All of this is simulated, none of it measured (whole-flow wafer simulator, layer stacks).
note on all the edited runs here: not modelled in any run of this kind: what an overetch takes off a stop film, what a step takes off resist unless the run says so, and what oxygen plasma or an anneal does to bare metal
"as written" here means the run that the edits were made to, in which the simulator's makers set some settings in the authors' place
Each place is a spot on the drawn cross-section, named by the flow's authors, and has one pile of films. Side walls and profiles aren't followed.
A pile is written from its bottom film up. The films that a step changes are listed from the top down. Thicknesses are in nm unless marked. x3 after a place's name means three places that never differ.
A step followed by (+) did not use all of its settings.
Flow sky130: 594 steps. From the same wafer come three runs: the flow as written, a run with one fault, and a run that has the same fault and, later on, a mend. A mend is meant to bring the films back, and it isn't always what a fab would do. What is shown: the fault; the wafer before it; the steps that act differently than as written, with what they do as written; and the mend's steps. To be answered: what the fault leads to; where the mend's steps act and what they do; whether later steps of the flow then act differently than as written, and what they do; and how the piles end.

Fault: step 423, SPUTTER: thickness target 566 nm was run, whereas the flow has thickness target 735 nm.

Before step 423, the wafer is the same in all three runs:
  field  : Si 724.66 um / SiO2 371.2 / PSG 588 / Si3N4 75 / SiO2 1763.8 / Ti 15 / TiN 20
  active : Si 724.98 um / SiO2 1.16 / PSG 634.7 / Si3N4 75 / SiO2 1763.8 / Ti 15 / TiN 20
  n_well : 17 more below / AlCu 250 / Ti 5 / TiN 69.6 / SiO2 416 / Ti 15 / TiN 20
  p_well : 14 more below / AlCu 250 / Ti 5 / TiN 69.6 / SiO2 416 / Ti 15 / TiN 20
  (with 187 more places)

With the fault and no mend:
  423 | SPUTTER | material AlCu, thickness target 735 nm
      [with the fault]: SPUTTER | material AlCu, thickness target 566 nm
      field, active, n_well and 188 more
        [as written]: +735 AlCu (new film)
        [with the fault]: +566 AlCu (new film)
  Steps later in the flow that act otherwise than as written (6 other steps are not shown; they differ only slightly, by no more than 2% or 0.5 nm, whichever is larger):
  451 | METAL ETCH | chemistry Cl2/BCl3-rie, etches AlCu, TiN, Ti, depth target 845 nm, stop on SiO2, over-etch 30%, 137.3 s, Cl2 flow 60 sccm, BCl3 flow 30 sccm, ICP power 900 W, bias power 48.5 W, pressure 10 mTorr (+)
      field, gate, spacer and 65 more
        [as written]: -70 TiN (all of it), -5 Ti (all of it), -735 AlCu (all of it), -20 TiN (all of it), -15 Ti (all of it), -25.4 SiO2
        [with the fault]: -70 TiN (all of it), -5 Ti (all of it), -566 AlCu (all of it), -20 TiN (all of it), -15 Ti (all of it), -42.2 SiO2
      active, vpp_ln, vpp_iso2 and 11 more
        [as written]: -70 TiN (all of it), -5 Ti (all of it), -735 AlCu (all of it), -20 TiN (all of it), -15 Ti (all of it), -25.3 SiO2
        [with the fault]: -70 TiN (all of it), -5 Ti (all of it), -566 AlCu (all of it), -20 TiN (all of it), -15 Ti (all of it), -42.2 SiO2
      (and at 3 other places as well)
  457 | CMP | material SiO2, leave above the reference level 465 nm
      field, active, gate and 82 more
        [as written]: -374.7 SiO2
        [with the fault]: -526.8 SiO2
  The piles end different from the flow's at field, active, n_well and 190 more by more than 2% or 0.5 nm, whichever is larger.
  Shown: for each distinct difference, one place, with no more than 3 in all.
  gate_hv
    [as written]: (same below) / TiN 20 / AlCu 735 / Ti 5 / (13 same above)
    [with the fault]: (same below) / TiN 20 / AlCu 566 / Ti 5 / (13 same above)
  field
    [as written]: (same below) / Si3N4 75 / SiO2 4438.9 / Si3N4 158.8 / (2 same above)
    [with the fault]: (same below) / Si3N4 75 / SiO2 4269.9 / Si3N4 158.8 / (2 same above)
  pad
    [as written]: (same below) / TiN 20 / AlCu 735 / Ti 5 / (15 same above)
    [with the fault]: (same below) / TiN 20 / AlCu 566 / Ti 5 / (15 same above)

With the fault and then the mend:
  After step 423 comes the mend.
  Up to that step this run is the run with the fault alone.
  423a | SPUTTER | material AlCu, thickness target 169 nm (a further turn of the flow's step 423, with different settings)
      field, active, n_well and 188 more
        +169 AlCu
  Every later step of the flow that is run acts as written at every place that is followed.
  The piles end the same as the flow's at every place that both follow.
